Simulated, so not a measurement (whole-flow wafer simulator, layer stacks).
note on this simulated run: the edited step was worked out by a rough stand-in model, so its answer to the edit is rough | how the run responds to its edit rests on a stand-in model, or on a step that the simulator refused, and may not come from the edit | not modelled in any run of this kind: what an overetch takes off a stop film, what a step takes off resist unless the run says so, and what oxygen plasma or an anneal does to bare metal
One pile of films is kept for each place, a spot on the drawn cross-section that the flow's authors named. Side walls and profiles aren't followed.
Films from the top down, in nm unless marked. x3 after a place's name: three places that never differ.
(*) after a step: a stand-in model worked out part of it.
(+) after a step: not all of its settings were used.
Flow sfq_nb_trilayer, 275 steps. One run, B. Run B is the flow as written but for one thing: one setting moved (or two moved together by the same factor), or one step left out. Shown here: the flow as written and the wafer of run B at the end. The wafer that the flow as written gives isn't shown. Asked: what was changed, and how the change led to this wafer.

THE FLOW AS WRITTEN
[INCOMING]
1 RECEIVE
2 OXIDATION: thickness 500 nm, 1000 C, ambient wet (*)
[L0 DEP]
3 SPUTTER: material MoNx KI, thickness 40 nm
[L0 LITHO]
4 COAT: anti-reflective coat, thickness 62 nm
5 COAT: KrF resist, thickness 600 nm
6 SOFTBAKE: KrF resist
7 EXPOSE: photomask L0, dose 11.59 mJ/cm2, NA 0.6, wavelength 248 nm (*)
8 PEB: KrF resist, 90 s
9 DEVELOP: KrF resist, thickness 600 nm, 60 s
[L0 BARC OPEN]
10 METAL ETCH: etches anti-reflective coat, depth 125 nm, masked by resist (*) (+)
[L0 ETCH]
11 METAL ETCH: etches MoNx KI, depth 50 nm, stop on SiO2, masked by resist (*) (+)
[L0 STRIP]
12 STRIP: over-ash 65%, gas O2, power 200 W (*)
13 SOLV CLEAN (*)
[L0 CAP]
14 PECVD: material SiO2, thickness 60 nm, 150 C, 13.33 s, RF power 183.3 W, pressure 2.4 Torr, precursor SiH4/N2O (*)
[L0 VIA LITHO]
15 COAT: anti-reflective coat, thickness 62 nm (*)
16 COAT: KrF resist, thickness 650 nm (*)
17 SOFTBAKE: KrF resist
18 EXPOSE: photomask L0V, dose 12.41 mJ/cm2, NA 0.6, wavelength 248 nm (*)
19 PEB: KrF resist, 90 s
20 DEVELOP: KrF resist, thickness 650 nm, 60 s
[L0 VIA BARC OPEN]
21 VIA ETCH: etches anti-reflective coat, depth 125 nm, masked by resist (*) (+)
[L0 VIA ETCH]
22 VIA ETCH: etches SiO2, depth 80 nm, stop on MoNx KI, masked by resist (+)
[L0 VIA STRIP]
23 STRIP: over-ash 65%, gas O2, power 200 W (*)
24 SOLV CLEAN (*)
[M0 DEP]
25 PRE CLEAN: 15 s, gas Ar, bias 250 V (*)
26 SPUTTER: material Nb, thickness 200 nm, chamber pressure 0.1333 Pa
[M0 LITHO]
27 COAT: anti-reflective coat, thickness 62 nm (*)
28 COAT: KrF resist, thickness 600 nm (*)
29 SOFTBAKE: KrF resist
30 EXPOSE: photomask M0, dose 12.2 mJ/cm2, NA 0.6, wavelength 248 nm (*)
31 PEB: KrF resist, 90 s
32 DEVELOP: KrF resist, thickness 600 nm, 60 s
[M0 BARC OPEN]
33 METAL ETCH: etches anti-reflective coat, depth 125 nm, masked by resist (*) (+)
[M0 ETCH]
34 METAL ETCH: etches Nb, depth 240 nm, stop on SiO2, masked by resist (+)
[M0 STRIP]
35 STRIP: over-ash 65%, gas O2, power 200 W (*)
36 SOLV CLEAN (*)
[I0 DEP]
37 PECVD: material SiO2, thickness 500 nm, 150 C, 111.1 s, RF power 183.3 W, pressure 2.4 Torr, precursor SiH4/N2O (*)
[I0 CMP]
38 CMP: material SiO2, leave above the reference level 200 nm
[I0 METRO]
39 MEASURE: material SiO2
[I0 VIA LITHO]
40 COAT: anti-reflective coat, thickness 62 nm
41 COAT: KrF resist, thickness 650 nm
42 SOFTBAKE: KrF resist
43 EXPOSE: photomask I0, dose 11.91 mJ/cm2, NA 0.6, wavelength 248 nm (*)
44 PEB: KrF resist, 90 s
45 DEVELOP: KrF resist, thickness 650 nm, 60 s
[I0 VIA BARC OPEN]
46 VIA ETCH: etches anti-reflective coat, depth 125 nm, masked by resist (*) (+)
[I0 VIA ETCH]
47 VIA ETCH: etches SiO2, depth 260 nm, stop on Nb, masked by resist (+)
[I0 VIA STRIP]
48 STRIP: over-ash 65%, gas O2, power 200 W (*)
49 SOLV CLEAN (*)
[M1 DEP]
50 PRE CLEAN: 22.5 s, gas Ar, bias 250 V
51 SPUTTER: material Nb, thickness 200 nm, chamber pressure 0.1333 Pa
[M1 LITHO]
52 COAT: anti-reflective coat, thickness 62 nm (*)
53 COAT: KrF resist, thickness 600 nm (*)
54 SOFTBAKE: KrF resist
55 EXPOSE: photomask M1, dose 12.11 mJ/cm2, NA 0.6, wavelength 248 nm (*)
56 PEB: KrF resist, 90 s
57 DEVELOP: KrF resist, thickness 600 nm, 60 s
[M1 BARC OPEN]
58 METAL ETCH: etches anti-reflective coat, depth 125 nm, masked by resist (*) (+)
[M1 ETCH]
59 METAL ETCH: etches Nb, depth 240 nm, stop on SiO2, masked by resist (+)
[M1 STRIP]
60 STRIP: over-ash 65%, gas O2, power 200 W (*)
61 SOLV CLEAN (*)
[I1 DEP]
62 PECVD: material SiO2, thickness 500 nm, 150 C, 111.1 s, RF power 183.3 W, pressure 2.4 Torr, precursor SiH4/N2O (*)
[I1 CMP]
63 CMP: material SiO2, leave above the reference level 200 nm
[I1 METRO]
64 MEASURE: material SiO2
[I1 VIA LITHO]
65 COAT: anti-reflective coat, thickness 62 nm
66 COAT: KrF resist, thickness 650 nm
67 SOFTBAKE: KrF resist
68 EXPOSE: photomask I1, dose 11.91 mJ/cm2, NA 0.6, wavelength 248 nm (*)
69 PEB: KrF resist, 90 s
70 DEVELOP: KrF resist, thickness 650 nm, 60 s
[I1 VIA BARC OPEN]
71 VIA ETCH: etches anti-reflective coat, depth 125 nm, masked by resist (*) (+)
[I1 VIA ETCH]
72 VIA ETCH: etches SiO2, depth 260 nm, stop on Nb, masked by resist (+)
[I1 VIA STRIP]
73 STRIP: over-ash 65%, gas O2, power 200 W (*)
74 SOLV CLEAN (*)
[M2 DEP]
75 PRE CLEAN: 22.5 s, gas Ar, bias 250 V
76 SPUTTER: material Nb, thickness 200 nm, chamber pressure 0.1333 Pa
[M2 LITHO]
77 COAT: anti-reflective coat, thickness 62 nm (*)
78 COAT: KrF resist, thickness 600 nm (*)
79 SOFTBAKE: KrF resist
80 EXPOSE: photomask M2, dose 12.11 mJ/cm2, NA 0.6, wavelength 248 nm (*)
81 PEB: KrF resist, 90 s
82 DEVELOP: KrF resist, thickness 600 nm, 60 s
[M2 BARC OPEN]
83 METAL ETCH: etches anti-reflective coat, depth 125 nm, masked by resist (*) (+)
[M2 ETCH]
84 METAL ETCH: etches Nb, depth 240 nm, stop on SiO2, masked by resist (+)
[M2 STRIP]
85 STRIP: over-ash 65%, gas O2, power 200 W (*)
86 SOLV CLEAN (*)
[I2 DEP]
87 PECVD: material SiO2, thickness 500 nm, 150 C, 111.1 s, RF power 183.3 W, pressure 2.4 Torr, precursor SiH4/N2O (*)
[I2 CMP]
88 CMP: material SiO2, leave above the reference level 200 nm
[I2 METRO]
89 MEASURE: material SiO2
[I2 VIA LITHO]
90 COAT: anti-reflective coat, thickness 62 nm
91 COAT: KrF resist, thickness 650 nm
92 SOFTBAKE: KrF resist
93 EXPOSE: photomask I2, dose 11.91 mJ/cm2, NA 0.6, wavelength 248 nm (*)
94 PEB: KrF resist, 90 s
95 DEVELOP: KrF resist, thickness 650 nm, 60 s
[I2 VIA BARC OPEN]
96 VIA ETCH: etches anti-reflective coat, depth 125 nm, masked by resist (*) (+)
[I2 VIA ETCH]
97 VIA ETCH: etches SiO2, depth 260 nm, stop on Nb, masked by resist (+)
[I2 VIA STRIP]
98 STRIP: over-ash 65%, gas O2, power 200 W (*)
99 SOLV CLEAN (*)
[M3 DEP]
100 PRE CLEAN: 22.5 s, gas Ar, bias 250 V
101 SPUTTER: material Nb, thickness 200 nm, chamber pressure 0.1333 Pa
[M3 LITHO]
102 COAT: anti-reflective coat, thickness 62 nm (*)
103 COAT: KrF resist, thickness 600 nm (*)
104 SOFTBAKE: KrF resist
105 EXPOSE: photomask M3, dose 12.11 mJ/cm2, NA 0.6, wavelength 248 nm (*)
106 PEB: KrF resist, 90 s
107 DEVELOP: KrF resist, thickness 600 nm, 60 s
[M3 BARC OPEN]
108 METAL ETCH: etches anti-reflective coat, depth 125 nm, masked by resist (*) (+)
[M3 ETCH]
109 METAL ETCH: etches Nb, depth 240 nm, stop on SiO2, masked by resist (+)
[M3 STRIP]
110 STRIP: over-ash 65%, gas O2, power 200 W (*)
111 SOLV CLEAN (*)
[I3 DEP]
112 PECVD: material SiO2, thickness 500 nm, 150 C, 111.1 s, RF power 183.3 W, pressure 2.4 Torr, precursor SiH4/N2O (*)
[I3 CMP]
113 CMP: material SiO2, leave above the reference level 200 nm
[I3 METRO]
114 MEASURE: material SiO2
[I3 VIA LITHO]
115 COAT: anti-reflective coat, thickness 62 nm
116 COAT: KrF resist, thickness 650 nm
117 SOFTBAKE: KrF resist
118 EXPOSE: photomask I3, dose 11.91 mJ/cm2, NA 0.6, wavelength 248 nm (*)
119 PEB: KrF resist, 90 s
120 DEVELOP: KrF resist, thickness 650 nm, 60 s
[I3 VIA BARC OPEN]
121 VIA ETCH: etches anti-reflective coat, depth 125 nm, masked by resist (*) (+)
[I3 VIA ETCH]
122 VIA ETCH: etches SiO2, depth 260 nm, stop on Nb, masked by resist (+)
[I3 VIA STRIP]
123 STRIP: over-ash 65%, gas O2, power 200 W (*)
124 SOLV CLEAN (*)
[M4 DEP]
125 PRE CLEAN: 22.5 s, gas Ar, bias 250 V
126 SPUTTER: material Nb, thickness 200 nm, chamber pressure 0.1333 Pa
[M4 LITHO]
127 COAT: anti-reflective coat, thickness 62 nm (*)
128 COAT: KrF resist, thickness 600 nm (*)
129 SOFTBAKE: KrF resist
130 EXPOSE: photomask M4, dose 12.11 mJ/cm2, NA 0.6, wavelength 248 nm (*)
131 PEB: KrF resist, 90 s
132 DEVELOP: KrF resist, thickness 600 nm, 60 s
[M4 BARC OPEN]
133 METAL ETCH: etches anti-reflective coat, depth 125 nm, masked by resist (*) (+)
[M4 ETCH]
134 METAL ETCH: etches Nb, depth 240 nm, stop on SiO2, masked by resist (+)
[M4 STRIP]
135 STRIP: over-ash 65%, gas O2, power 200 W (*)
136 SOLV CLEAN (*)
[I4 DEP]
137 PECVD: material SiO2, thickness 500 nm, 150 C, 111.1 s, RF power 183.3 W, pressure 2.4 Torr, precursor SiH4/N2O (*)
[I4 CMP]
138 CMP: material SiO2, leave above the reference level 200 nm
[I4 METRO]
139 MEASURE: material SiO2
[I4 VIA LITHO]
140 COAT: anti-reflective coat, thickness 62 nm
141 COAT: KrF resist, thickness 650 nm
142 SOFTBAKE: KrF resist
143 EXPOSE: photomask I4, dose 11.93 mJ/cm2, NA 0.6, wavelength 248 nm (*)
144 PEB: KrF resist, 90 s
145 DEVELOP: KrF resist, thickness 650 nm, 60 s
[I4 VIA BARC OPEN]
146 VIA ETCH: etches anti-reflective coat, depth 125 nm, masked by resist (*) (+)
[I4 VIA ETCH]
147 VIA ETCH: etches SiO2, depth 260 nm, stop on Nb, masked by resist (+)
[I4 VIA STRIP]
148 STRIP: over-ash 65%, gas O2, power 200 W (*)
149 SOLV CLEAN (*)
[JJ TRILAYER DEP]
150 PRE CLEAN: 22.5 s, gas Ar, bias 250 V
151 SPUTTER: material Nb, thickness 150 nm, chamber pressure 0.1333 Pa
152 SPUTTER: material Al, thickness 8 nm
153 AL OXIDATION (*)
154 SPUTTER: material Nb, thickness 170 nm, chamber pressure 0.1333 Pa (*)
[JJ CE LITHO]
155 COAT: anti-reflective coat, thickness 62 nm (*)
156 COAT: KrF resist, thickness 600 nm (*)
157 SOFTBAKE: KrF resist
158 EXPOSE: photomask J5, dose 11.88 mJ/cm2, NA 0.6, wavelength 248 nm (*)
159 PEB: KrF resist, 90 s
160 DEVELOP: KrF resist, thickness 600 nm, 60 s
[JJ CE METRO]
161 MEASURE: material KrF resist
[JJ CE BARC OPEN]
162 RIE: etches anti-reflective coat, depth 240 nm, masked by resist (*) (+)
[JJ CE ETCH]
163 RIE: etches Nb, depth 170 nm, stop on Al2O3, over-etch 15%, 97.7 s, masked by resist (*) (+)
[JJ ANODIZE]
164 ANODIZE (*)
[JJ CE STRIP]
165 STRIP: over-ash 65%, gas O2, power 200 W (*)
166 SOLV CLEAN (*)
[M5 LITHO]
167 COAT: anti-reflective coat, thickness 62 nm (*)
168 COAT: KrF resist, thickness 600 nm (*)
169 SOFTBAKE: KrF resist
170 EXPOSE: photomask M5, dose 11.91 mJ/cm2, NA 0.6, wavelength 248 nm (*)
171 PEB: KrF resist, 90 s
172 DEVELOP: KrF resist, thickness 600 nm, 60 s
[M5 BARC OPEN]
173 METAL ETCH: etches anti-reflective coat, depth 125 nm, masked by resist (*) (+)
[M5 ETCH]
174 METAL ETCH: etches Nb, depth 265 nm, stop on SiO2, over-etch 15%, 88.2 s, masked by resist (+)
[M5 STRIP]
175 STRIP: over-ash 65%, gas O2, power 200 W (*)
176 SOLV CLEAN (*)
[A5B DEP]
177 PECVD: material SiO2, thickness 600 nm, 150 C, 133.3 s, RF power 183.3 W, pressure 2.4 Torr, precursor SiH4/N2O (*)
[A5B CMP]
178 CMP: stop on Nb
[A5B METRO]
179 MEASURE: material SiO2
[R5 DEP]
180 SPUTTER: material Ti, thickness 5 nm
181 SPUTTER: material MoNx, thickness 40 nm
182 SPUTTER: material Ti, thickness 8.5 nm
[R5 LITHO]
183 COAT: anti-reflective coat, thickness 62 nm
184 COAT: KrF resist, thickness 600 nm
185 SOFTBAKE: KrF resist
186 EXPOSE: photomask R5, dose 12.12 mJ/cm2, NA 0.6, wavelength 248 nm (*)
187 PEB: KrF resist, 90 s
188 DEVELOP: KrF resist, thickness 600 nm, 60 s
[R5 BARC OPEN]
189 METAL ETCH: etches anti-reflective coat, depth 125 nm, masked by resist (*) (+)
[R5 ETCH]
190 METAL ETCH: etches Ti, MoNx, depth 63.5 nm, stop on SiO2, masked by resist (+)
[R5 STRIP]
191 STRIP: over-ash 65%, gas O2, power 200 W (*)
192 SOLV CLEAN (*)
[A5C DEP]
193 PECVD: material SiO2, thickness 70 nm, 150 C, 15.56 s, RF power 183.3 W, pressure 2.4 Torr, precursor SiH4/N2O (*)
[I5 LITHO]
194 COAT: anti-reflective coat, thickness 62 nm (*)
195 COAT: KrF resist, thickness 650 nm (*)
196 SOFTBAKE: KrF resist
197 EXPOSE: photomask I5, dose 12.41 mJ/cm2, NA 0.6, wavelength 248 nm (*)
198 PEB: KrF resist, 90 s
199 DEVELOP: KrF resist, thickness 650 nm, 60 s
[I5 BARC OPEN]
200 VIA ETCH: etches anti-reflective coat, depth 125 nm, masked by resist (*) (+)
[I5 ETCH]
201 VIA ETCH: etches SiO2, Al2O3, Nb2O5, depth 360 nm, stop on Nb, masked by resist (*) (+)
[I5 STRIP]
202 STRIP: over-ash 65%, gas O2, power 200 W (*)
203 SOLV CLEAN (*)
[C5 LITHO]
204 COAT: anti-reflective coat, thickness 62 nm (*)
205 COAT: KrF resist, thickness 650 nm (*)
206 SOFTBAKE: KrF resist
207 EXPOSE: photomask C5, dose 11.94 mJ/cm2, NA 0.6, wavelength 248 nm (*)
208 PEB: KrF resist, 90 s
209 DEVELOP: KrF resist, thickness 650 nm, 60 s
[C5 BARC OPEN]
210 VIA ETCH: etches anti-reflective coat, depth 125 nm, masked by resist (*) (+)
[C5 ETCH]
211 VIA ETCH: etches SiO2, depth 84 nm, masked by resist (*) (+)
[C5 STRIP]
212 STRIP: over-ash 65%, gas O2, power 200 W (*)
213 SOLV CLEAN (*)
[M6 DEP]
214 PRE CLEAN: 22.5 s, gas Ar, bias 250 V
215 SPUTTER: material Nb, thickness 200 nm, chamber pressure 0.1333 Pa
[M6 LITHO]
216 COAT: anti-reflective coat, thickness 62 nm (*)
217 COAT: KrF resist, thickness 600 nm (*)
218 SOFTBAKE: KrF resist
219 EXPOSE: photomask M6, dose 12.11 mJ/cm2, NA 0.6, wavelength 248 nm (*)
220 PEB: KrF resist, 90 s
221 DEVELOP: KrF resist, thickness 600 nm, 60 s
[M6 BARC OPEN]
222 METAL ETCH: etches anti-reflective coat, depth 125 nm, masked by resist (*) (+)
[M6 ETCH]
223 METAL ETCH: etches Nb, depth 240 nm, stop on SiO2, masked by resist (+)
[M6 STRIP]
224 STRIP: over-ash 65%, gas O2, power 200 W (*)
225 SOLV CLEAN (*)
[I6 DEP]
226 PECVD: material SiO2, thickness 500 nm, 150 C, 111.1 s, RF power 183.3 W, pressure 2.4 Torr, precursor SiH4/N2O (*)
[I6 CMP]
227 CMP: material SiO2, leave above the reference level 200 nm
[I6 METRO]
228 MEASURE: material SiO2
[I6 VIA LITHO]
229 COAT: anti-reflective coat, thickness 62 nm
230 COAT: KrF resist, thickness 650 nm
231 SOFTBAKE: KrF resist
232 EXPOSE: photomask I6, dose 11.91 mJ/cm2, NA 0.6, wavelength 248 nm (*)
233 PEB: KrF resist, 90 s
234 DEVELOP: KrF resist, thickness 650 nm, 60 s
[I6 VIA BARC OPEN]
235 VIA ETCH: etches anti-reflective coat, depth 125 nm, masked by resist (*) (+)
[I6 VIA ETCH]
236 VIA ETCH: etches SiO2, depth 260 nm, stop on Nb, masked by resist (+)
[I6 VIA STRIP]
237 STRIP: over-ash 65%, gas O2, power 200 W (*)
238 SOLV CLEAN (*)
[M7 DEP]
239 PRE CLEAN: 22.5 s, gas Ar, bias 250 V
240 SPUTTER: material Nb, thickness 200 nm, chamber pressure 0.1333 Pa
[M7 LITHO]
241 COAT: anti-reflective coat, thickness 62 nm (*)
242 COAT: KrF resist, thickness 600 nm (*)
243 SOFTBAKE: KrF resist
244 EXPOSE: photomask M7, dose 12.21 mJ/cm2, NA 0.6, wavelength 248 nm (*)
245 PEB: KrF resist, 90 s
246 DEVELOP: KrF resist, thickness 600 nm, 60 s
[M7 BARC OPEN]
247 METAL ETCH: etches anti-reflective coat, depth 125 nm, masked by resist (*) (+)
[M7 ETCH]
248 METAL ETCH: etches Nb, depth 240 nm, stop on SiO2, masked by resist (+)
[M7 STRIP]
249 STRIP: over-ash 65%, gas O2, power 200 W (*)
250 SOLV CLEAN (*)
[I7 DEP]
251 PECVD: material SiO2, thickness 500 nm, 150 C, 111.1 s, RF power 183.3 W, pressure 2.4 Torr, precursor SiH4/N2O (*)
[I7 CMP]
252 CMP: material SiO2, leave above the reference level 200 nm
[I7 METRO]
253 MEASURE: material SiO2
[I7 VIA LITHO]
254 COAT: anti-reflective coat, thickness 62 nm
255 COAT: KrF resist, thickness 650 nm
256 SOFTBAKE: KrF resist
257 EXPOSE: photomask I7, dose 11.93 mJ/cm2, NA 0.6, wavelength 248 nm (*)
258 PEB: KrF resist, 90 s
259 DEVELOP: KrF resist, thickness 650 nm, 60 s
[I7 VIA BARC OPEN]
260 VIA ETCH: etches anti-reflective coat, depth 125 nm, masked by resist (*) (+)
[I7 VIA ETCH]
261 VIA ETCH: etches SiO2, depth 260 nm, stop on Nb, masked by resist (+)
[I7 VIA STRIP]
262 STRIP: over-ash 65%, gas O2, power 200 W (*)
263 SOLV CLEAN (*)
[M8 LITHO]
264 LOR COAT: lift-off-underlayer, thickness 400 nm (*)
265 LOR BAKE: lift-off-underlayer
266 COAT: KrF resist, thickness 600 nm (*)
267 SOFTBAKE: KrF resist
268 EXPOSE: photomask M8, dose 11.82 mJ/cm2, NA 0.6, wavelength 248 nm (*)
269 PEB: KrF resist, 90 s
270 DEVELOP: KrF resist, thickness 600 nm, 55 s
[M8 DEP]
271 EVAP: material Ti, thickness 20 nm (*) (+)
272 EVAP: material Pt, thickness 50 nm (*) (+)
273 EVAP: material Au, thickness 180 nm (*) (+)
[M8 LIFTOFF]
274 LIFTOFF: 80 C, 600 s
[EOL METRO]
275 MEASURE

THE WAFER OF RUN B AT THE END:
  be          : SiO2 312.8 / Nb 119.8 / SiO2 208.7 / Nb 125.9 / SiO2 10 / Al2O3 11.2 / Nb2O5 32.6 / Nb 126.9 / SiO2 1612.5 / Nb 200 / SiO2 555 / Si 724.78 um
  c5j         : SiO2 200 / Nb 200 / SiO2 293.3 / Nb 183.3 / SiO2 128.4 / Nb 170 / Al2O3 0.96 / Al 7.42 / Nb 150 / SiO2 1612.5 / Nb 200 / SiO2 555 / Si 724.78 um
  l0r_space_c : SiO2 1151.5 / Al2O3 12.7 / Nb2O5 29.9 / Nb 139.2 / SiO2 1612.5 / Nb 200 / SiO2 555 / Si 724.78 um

The cause: step 137, PECVD: thickness 250 nm was run, where the flow has thickness 500 nm; step 137, PECVD: 55.56 s was run, where the flow has 111.1 s.

How the change led to this, step by step:
  137 PECVD: material SiO2, thickness 500 nm, 150 C, 111.1 s, RF power 183.3 W, pressure 2.4 Torr, precursor SiH4/N2O (*)
      field_l, be, be_sur and 55 more: SiO2 +250 (as written it would be: SiO2 +500)
      v_sur, via_wl, via_w and 35 more: SiO2 +250 (new film) (as written it would be: SiO2 +500 (new film))
      (and at 10 more places)
  138 CMP: material SiO2, leave above the reference level 200 nm
      field_l, be, be_sur and 55 more: nothing (as written it would be: SiO2 -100)
      p3_s0, p3_s1, p3_s2, p3_s3, p3_s4, p3_s5: nothing (as written it would be: SiO2 -157.1)
      (and at 42 more places)
  140 COAT: anti-reflective coat, thickness 62 nm
      ce_l, ce_r, sp_r, r_sur, r_end, l0r_line_r: anti-reflective coat +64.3 (new film) (as written it would be: anti-reflective coat +62 (new film))
      m0r_space_l, m0r_space_r, m6r_space_l, m6r_space_r, m7r_space_l, m7r_space_r: anti-reflective coat +80 (new film) (as written it would be: anti-reflective coat +62 (new film))
      (and at 76 more places)
  141 COAT: KrF resist, thickness 650 nm
      m0r_line_l, m0r_line_r, m6r_line_l, m6r_line_r, m7r_line_l, m7r_line_r: KrF resist +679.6 (new film) (as written it would be: KrF resist +650 (new film))
      m0r_space_l, m0r_space_r, m6r_space_l, m6r_space_r, m7r_space_l, m7r_space_r: KrF resist +669.1 (new film) (as written it would be: KrF resist +650 (new film))
      (and at 72 more places)
  145 DEVELOP: KrF resist, thickness 650 nm, 60 s
      via_wl: KrF resist -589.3 (all of it) (as written it would be: KrF resist -648.6 (all of it))
      via_w: KrF resist -596.4 (all of it) (as written it would be: KrF resist -648.6 (all of it))
      (and at 1 more place)
  146 VIA ETCH: etches anti-reflective coat, depth 125 nm, masked by resist (*) (+)
      field_l, v_sur, via_sp and 100 more: KrF resist -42 (as written it would be: KrF resist -51.7)
      via_wl: anti-reflective coat -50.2 (all of it), SiO2 -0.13 (as written it would be: anti-reflective coat -62 (all of it), SiO2 -0.16)
      (and at 2 more places)
  148 STRIP: over-ash 65%, gas O2, power 200 W (*)
      m0r_line_l, m0r_line_r, m6r_line_l, m6r_line_r, m7r_line_l, m7r_line_r: KrF resist -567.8 (all of it), anti-reflective coat -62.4 (all of it) (as written it would be: KrF resist -528.6 (all of it), anti-reflective coat -62 (all of it))
      m0r_space_l, m0r_space_r, m6r_space_l, m6r_space_r, m7r_space_l, m7r_space_r: KrF resist -557.3 (all of it), anti-reflective coat -80 (all of it) (as written it would be: KrF resist -528.6 (all of it), anti-reflective coat -62 (all of it))
      (and at 83 more places)
  151 SPUTTER: material Nb, thickness 150 nm, chamber pressure 0.1333 Pa
      lsp_r, l0_sur, l0v: Nb +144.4 (new film) (as written it would be: Nb +150 (new film))
      be, lsp_l: Nb +138.6 (new film) (as written it would be: Nb +150 (new film))
      (and at 1 more place)
  152 SPUTTER: material Al, thickness 8 nm
      be, lsp_l: Al +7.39 (new film) (as written it would be: Al +8 (new film))
      via_v: Al +6.13 (new film) (as written it would be: Al +8 (new film))
  154 SPUTTER: material Nb, thickness 170 nm, chamber pressure 0.1333 Pa (*)
      lsp_r, l0_sur, l0v: Nb +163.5 (new film) (as written it would be: Nb +170 (new film))
      be, lsp_l: Nb +156 (new film) (as written it would be: Nb +170 (new film))
      (and at 1 more place)
  155 COAT: anti-reflective coat, thickness 62 nm (*)
      ce_r, sp_r, be_r: anti-reflective coat +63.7 (new film) (as written it would be: anti-reflective coat +61.5 (new film))
      p3_l1, p3_l3, p3_l4: anti-reflective coat +45.3 (new film) (as written it would be: anti-reflective coat +62 (new film))
      (and at 84 more places)
  156 COAT: KrF resist, thickness 600 nm (*)
      m0r_space_l, m6r_space_l, m7r_space_l, m8r_pad_w: KrF resist +619.6 (new film) (as written it would be: KrF resist +600 (new film))
      m0r_line_l, m6r_line_l, m7r_line_l: KrF resist +627.8 (new film) (as written it would be: KrF resist +600 (new film))
      (and at 76 more places)
  160 DEVELOP: KrF resist, thickness 600 nm, 60 s
      m0r_space_l, m6r_space_l, m7r_space_l, m8r_pad_w: KrF resist -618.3 (all of it) (as written it would be: KrF resist -598.7 (all of it))
      m0r_line_l, m6r_line_l, m7r_line_l: KrF resist -626.5 (all of it) (as written it would be: KrF resist -598.7 (all of it))
      (and at 75 more places)
  162 RIE: etches anti-reflective coat, depth 240 nm, masked by resist (*) (+)
      ce_l, c5j, ce_r, wl_jj: KrF resist -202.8 (as written it would be: KrF resist -209.4)
      p3_l1, p3_l3, p3_l4: anti-reflective coat -45.3 (all of it) (as written it would be: anti-reflective coat -62 (all of it))
      (and at 83 more places)
  163 RIE: etches Nb, depth 170 nm, stop on Al2O3, over-etch 15%, 97.7 s, masked by resist (*) (+)
      be, lsp_l: Nb -156 (all of it), Al2O3 -0.96 (all of it) (as written it would be: Nb -170 (all of it), Al2O3 -0.51)
      via_v: Nb -126.3 (all of it), Al2O3 -0.96 (all of it) (as written it would be: Nb -170 (all of it), Al2O3 -0.51)
      (and at 3 more places)
  164 ANODIZE (*)
      be, lsp_l: Al2O3 +11.2 (new film), Nb2O5 +32.6 (new film), Al -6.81 (all of it), Nb -11.7 (as written it would be: Al2O3 +12.2, Nb2O5 +29.9 (new film), Al -7.42 (all of it), Nb -10.8)
      via_v: Al2O3 +9.16 (new film), Nb2O5 +36.3 (new film), Al -5.55 (all of it), Nb -13 (as written it would be: Al2O3 +12.2, Nb2O5 +29.9 (new film), Al -7.42 (all of it), Nb -10.8)
      (and at 3 more places)
  ... 46 more steps ...
  274 LIFTOFF: 80 C, 600 s
      be: Au -180 (all of it), Pt -50 (all of it), Ti -20 (all of it), KrF resist -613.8 (all of it), lift-off-underlayer -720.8 (all of it) (as written it would be: Au -180 (all of it), Pt -50 (all of it), Ti -20 (all of it), KrF resist -572.1 (all of it), lift-off-underlayer -398.5 (all of it))
      be_sur: Au -180 (all of it), Pt -50 (all of it), Ti -20 (all of it), KrF resist -587.3 (all of it), lift-off-underlayer -366.3 (all of it) (as written it would be: Au -180 (all of it), Pt -50 (all of it), Ti -20 (all of it), KrF resist -572.6 (all of it), lift-off-underlayer -398.9 (all of it))
      (and at 1 more place)
Counting metal films that touch as one body, be has 4 bodies (between them, from the top down: SiO2 208.7; SiO2 10 / Al2O3 11.2 / Nb2O5 32.6; SiO2 1612.5); the flow as written gives 3 bodies (between them, from the top down: SiO2 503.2; SiO2 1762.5).
Counting metal films that touch as one body, c5j has 5 bodies (between them, from the top down: SiO2 293.3; SiO2 128.4; Al2O3 0.96; SiO2 1612.5); the flow as written gives 4 bodies (between them, from the top down: SiO2 284.2; Al2O3 0.96; SiO2 1762.5).
